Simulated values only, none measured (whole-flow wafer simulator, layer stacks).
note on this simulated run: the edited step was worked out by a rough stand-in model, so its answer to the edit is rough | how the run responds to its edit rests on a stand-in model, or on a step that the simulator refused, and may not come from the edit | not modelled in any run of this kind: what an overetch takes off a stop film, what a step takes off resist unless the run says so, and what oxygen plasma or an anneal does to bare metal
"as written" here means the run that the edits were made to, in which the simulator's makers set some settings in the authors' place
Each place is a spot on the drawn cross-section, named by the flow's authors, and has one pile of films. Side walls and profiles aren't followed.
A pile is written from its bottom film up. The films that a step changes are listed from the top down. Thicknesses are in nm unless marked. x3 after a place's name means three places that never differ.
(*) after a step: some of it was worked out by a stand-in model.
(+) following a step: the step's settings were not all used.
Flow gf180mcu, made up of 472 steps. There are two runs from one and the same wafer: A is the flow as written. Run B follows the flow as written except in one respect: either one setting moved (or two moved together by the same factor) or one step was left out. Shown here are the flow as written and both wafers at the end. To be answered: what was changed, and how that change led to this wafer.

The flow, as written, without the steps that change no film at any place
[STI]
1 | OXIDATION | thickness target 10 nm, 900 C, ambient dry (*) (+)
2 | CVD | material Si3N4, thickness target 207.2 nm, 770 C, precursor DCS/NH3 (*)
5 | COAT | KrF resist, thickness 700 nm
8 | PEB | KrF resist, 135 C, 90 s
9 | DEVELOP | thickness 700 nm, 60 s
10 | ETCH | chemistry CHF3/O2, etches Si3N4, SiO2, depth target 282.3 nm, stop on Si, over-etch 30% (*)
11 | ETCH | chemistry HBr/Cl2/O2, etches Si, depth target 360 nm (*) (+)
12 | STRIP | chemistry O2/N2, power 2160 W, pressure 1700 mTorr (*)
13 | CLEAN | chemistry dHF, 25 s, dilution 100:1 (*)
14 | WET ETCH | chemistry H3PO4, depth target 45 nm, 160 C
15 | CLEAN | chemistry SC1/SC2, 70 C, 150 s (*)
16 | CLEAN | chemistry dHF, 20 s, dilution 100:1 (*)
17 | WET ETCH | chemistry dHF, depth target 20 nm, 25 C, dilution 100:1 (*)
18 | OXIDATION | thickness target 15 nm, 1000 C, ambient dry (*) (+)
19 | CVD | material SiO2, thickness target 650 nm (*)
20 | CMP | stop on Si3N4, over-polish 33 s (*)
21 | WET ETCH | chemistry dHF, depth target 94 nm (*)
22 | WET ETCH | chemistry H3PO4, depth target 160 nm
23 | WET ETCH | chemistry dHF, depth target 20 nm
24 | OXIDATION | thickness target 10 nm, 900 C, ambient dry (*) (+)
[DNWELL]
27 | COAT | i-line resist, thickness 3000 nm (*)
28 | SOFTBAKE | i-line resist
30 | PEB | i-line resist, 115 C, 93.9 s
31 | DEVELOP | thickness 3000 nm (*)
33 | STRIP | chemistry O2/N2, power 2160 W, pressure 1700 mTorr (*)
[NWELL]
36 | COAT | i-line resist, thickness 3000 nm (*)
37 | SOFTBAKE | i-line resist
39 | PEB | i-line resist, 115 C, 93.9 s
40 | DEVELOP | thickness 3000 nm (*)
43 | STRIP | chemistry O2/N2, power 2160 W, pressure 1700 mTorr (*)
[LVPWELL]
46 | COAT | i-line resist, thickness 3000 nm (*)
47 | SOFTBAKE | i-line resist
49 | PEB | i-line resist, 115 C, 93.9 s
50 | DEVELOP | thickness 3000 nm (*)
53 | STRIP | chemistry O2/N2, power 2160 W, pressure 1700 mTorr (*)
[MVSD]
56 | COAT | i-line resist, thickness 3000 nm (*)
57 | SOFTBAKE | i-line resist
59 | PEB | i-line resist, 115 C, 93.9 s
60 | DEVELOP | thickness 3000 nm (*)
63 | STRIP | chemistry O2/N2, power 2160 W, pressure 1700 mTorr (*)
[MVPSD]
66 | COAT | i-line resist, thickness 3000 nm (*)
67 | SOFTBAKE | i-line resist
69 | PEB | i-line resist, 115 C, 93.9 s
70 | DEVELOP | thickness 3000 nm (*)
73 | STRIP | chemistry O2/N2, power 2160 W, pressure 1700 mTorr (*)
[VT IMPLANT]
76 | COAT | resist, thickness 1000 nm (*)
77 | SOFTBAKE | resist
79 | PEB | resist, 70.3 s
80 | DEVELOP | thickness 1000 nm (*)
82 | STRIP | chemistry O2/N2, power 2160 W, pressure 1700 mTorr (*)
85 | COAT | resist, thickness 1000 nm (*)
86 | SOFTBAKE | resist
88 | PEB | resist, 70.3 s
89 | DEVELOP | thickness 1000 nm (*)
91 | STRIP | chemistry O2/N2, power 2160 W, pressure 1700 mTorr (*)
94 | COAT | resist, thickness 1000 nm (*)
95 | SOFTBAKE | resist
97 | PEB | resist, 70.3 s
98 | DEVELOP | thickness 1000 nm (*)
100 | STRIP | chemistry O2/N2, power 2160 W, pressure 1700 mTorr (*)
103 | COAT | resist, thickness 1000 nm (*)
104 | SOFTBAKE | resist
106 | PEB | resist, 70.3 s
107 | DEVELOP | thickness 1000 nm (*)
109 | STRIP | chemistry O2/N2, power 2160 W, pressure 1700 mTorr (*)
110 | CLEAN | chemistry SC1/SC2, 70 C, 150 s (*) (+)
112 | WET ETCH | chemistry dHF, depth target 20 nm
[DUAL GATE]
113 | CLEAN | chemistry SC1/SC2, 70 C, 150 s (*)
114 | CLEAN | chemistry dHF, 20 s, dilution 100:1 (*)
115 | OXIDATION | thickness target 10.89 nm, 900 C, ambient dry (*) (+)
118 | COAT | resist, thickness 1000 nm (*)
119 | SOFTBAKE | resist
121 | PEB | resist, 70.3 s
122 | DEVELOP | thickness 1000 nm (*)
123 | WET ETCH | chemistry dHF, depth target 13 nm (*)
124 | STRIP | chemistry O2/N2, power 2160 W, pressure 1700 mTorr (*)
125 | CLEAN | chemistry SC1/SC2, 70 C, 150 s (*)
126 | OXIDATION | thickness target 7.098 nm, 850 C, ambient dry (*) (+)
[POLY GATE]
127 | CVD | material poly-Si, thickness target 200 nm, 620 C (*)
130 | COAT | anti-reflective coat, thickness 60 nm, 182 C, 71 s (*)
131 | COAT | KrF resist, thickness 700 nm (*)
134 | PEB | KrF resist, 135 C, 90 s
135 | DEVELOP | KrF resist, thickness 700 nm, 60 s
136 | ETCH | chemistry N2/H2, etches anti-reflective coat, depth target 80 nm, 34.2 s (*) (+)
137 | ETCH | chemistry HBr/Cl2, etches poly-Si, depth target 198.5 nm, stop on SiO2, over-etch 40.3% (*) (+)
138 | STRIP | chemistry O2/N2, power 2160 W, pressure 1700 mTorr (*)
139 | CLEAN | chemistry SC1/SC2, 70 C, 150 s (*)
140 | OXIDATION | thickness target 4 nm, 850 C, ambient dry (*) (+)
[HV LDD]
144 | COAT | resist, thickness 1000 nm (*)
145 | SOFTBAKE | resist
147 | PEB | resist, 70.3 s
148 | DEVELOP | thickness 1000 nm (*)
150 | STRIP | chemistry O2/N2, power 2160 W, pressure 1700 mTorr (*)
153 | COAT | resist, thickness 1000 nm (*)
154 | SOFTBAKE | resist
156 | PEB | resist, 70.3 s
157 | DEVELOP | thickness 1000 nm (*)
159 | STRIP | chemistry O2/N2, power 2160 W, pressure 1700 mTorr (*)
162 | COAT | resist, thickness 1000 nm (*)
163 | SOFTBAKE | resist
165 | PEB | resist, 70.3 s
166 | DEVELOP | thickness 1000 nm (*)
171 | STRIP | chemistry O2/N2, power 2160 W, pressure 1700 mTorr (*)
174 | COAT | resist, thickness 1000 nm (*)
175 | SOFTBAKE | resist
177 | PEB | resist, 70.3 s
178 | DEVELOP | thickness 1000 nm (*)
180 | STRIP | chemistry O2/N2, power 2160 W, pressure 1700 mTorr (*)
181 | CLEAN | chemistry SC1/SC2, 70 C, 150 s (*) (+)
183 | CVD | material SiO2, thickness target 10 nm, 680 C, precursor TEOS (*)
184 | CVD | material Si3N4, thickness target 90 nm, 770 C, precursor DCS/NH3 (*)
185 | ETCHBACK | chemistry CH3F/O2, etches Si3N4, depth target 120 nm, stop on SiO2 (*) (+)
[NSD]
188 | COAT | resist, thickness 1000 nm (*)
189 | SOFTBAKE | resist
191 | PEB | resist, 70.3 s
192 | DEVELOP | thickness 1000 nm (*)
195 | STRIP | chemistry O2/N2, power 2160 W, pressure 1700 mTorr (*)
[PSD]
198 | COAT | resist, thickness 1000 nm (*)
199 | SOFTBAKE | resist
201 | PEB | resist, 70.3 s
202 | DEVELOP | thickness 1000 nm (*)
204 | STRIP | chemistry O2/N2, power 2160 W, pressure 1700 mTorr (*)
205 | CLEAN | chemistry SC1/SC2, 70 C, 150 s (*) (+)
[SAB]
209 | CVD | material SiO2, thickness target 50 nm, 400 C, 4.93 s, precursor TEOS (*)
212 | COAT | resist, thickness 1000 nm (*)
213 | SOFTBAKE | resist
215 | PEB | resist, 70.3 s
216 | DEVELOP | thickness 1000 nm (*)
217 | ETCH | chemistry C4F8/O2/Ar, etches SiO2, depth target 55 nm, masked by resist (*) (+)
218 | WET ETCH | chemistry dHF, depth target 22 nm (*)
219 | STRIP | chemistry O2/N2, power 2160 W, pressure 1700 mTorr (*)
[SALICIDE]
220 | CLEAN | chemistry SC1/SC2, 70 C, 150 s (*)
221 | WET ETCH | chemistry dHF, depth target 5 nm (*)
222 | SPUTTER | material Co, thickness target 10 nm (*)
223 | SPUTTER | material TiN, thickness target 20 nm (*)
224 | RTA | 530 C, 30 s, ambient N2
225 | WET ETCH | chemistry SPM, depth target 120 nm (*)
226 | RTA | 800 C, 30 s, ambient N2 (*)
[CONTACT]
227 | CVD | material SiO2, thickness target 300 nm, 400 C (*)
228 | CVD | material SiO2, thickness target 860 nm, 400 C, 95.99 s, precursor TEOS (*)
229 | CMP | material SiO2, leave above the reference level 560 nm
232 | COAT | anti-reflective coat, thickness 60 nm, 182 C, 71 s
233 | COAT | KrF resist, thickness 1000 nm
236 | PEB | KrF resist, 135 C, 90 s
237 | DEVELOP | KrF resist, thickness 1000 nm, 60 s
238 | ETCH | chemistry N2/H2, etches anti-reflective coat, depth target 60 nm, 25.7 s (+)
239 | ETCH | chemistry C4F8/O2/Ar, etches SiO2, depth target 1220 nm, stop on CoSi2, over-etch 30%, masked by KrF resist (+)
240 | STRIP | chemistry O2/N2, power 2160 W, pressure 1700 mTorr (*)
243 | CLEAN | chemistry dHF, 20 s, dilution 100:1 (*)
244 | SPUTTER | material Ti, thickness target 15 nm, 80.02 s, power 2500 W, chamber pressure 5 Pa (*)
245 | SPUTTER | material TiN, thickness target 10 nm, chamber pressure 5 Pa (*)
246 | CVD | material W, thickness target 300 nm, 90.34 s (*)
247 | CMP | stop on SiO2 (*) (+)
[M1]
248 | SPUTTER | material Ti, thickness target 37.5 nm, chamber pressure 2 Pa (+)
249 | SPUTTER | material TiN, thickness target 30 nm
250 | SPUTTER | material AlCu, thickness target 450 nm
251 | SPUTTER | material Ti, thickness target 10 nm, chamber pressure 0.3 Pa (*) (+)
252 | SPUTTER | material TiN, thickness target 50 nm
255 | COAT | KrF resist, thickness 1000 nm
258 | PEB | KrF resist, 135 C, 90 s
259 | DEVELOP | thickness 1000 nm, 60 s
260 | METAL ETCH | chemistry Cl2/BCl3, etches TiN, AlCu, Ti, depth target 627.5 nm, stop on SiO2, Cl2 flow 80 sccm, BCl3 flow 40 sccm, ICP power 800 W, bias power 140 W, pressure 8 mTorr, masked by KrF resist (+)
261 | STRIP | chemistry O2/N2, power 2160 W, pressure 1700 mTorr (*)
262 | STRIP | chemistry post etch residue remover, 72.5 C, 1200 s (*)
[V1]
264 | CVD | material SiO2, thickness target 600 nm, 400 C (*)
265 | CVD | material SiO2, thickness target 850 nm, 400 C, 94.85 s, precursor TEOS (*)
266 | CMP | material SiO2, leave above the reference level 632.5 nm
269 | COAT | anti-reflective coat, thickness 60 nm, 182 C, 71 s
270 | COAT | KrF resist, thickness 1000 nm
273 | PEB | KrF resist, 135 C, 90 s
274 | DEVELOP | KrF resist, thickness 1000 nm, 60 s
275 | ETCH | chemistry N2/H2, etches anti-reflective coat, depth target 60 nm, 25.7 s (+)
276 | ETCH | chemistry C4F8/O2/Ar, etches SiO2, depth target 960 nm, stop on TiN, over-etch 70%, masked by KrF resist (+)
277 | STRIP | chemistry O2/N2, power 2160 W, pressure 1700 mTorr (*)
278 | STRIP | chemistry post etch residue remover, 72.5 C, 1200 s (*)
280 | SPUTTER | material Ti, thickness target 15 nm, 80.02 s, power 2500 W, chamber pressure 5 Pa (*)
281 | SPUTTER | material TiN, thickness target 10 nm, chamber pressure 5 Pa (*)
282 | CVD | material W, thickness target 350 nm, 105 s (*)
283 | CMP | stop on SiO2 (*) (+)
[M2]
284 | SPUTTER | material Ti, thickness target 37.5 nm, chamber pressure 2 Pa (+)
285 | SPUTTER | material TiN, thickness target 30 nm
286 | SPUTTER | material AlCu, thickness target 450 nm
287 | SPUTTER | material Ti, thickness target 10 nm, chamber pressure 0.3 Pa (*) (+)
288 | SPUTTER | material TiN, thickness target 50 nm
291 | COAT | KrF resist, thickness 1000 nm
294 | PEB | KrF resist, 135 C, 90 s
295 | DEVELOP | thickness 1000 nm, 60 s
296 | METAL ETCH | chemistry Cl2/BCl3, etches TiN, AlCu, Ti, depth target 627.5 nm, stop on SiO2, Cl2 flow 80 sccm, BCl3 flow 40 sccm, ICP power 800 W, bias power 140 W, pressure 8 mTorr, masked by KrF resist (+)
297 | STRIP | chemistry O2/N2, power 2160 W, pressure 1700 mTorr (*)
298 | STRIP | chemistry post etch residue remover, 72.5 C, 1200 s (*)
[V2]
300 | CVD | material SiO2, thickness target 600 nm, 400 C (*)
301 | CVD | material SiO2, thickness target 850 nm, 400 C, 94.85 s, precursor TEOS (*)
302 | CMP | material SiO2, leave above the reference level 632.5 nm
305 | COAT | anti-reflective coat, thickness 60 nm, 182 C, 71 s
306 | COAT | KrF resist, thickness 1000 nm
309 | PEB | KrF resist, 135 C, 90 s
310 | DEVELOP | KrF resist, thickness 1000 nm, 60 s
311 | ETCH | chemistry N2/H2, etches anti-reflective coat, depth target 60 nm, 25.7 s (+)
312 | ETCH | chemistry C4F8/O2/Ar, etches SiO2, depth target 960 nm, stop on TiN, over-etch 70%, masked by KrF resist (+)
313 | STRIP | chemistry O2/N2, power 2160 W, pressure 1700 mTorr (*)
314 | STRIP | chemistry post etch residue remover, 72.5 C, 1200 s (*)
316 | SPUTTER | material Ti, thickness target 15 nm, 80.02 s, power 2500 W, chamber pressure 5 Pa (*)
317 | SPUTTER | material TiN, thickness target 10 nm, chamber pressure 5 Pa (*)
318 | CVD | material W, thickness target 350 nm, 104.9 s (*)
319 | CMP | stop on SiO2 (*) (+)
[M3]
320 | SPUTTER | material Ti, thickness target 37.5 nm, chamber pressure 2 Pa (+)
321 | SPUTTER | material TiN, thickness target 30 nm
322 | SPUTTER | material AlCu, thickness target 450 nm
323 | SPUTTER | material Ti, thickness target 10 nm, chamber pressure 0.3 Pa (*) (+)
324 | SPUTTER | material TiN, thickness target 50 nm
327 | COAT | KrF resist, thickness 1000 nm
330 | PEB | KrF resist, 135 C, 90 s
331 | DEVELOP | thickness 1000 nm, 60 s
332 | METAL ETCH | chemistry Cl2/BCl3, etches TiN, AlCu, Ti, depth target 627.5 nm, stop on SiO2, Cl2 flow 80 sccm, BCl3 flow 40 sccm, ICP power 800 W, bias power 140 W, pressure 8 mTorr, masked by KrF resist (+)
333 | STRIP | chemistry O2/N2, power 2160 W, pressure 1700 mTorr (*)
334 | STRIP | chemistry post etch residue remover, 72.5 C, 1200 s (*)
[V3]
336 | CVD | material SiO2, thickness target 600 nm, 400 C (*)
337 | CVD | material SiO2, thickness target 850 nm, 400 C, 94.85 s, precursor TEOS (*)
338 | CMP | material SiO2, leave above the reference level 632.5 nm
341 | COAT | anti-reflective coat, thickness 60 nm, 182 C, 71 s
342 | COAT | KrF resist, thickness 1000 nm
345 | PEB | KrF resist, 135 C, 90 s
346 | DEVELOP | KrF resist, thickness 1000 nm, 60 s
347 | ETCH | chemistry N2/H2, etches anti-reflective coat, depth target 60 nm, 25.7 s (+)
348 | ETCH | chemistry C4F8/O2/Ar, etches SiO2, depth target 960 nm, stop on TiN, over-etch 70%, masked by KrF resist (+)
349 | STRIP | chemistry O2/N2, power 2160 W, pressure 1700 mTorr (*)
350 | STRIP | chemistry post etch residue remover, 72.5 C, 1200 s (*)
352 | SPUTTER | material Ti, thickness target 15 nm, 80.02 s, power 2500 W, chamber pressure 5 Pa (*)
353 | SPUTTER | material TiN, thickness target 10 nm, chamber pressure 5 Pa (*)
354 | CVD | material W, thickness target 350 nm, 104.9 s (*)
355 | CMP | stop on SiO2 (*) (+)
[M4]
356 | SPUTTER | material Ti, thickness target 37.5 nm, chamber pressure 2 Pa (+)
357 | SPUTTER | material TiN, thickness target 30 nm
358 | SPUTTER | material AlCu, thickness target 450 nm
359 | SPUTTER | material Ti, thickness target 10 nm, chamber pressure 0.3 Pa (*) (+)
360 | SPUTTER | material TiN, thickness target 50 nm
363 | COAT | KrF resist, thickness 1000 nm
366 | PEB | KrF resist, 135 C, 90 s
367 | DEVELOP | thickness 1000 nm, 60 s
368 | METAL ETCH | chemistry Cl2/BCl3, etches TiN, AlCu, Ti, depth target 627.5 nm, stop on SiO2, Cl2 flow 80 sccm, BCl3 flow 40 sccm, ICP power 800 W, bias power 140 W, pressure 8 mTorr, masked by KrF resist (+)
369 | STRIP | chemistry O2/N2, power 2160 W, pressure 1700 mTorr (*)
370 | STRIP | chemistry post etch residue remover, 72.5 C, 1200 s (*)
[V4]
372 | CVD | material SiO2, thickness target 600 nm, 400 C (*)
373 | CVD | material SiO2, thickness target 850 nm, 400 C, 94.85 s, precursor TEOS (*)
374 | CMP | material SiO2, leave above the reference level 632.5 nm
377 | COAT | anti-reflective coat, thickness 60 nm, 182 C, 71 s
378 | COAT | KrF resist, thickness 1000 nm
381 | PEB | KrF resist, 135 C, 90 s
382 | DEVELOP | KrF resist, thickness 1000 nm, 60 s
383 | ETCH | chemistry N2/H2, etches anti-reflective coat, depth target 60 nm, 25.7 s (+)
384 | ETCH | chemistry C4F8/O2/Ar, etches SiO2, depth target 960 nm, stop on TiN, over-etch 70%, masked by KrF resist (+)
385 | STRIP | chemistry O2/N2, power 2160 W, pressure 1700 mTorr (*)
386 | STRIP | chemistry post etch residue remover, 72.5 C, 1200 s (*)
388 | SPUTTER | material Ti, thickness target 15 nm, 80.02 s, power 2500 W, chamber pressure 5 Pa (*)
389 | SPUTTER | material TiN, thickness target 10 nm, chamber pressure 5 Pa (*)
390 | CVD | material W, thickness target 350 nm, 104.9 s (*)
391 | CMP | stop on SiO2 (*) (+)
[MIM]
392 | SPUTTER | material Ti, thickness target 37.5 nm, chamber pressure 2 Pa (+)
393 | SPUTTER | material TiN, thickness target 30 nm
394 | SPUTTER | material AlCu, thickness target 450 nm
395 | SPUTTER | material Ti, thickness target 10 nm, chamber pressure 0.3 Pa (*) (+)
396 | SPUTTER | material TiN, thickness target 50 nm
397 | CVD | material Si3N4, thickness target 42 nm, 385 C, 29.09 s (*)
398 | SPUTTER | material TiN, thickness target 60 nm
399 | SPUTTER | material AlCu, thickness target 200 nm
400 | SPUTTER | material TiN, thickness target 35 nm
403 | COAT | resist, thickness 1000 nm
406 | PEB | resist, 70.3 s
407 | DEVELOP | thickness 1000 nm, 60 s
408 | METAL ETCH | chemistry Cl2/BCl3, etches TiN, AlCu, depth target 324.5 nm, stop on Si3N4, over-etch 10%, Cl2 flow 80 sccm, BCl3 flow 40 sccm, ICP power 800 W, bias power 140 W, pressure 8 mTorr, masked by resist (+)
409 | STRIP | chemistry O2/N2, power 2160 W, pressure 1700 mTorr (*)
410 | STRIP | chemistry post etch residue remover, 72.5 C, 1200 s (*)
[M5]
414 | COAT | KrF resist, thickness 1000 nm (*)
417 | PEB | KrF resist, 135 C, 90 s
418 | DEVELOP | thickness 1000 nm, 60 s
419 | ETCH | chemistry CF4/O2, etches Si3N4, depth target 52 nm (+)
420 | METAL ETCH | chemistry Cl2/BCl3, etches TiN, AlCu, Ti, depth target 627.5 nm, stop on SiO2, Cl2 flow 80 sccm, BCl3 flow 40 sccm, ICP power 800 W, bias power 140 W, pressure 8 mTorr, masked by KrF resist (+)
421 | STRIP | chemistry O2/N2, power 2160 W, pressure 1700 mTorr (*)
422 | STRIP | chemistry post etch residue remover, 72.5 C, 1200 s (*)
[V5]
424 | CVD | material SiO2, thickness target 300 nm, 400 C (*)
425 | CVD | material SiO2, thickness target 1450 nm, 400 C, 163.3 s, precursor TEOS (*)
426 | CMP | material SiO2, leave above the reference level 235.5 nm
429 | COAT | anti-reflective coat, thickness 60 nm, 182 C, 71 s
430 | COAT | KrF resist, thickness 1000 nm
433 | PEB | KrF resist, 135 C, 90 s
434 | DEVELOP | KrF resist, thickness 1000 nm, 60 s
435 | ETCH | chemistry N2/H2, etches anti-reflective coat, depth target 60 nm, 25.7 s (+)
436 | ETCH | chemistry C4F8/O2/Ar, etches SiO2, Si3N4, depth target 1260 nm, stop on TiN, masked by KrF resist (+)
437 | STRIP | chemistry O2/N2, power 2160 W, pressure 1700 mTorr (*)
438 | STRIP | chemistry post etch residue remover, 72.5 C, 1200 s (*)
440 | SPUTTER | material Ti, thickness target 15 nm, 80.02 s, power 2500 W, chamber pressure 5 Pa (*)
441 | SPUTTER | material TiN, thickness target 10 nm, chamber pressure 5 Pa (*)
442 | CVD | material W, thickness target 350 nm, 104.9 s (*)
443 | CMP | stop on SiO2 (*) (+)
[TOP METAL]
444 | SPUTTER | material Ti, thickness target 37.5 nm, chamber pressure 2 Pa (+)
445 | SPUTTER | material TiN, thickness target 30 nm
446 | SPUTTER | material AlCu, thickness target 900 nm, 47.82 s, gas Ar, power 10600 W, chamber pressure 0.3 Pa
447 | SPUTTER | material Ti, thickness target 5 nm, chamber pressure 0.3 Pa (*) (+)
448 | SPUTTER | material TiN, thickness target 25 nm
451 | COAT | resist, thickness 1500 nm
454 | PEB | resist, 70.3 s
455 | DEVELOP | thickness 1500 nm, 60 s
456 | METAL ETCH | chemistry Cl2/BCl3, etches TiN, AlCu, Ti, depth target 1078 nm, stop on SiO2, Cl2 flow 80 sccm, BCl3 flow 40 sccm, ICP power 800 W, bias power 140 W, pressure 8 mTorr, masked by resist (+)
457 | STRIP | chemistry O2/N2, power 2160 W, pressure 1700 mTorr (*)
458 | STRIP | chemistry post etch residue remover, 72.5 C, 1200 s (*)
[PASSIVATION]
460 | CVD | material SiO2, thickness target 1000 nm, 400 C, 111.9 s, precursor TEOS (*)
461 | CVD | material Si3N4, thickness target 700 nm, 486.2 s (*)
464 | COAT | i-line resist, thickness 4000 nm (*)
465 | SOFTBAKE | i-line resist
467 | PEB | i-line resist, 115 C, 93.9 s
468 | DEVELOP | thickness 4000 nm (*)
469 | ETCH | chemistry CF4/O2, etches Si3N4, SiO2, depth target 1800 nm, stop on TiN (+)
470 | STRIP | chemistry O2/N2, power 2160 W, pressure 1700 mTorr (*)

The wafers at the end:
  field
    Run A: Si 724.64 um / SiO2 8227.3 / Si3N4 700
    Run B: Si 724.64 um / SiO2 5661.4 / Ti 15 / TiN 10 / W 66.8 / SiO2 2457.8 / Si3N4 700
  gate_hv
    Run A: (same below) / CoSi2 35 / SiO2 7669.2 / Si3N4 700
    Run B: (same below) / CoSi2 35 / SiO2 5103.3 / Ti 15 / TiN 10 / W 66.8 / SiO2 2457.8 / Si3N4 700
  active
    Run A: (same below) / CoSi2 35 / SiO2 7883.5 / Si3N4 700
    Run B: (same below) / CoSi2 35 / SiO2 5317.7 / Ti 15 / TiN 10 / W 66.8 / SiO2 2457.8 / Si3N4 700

Cause: step 373, CVD: thickness target 416 nm was run, though the flow has thickness target 850 nm; step 373, CVD: 46.48 s was run, where the flow has 94.85 s.

Step by step, how the change led to this:
  373 | CVD | material SiO2, thickness target 850 nm, 400 C, 94.85 s, precursor TEOS (*)
      field, field__w1, field__w2 and 108 more: A +850 SiO2 | B +425.7 SiO2
  374 | CMP | material SiO2, leave above the reference level 632.5 nm
      field, field__w1, field__w2 and 103 more: A -300 SiO2 | B nothing
      field__w8, contact, m1, m1__w1, m1_nw: A -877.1 SiO2 | B -452.8 SiO2
  377 | COAT | anti-reflective coat, thickness 60 nm, 182 C, 71 s
      field: A +60 anti-reflective coat (new film) | B +109.8 anti-reflective coat (new film)
      field__w1: A +60 anti-reflective coat (new film) | B +86.7 anti-reflective coat (new film)
      (as well as at 20 more places)
  378 | COAT | KrF resist, thickness 1000 nm
      field__w1: A +1000 KrF resist (new film) | B +977.1 KrF resist (new film)
      field__w8: A +1000 KrF resist (new film) | B +977.8 KrF resist (new film)
      (as well as at 10 more places)
  381 | PEB | KrF resist, 135 C, 90 s
      polyc_n, polyc_n_rim: A -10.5 KrF resist | B -11.6 KrF resist
      contact: A -10.5 KrF resist | B -9.59 KrF resist
      (as well as at 2 more places)
  382 | DEVELOP | KrF resist, thickness 1000 nm, 60 s
      contact: A -989.5 KrF resist (all of it) | B -929.6 KrF resist (all of it)
  383 | ETCH | chemistry N2/H2, etches anti-reflective coat, depth target 60 nm, 25.7 s (+)
      contact: A -60 anti-reflective coat (all of it), -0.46 SiO2 | B -22.9 anti-reflective coat (all of it), -1.41 SiO2
  385 | STRIP | chemistry O2/N2, power 2160 W, pressure 1700 mTorr (*)
      field: A -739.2 KrF resist (all of it), -60 anti-reflective coat (all of it) | B -720.5 KrF resist (all of it), -109.8 anti-reflective coat (all of it)
      field__w1: A -739.2 KrF resist (all of it), -60 anti-reflective coat (all of it) | B -716.6 KrF resist (all of it), -86.7 anti-reflective coat (all of it)
      (as well as at 19 more places)
  388 | SPUTTER | material Ti, thickness target 15 nm, 80.02 s, power 2500 W, chamber pressure 5 Pa (*)
      contact: A +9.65 Ti (new film) | B +10.4 Ti (new film)
  390 | CVD | material W, thickness target 350 nm, 104.9 s (*)
      contact: A +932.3 W (new film) | B +806.8 W (new film)
  391 | CMP | stop on SiO2 (*) (+)
      field, field__w1, field__w2 and 103 more: A -350 W (all of it), -10 TiN (all of it), -15 Ti (all of it), -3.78 SiO2 | B -270.7 W
      field__w8, m1, m1__w1, m1_nw: A -350 W (all of it), -10 TiN (all of it), -15 Ti (all of it), -3.78 SiO2 | B -350 W (all of it), -10 TiN (all of it), -15 Ti (all of it), -20 SiO2
      (as well as at 1 more place)
  420 | METAL ETCH | chemistry Cl2/BCl3, etches TiN, AlCu, Ti, depth target 627.5 nm, stop on SiO2, Cl2 flow 80 sccm, BCl3 flow 40 sccm, ICP power 800 W, bias power 140 W, pressure 8 mTorr, masked by KrF resist (+)
      field, field__w1, field__w2 and 101 more: A -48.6 TiN (all of it), -10 Ti (all of it), -450 AlCu (all of it), -30 TiN (all of it), -37.5 Ti (all of it) | B -48.6 TiN (all of it), -10 Ti (all of it), -450 AlCu (all of it), -30 TiN (all of it), -37.5 Ti (all of it), -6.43 W
  422 | STRIP | chemistry post etch residue remover, 72.5 C, 1200 s (*)
      field, field__w1, field__w2 and 101 more: A nothing | B -6.01 W
  424 | CVD | material SiO2, thickness target 300 nm, 400 C (*)
      field, field__w1, field__w2 and 101 more: A +300 SiO2 | B +300 SiO2 (new film)
  426 | CMP | material SiO2, leave above the reference level 235.5 nm
      field, field__w1, field__w5 and 92 more: A -300.8 SiO2 | B -288.4 SiO2
      field__w2, field__w3, field__w12 and 6 more: A -272.7 SiO2 | B -259.7 SiO2
With metal films that touch counted as one body, field has 1 body; the flow as written gives 0 bodies.
With metal films that touch counted as one body, gate_hv has 2 bodies (between them, from the top down: SiO2 5103.3); the flow as written gives 1 body.
With metal films that touch counted as one body, active has 2 bodies (between them, from the top down: SiO2 5317.7); the flow as written gives 1 body.
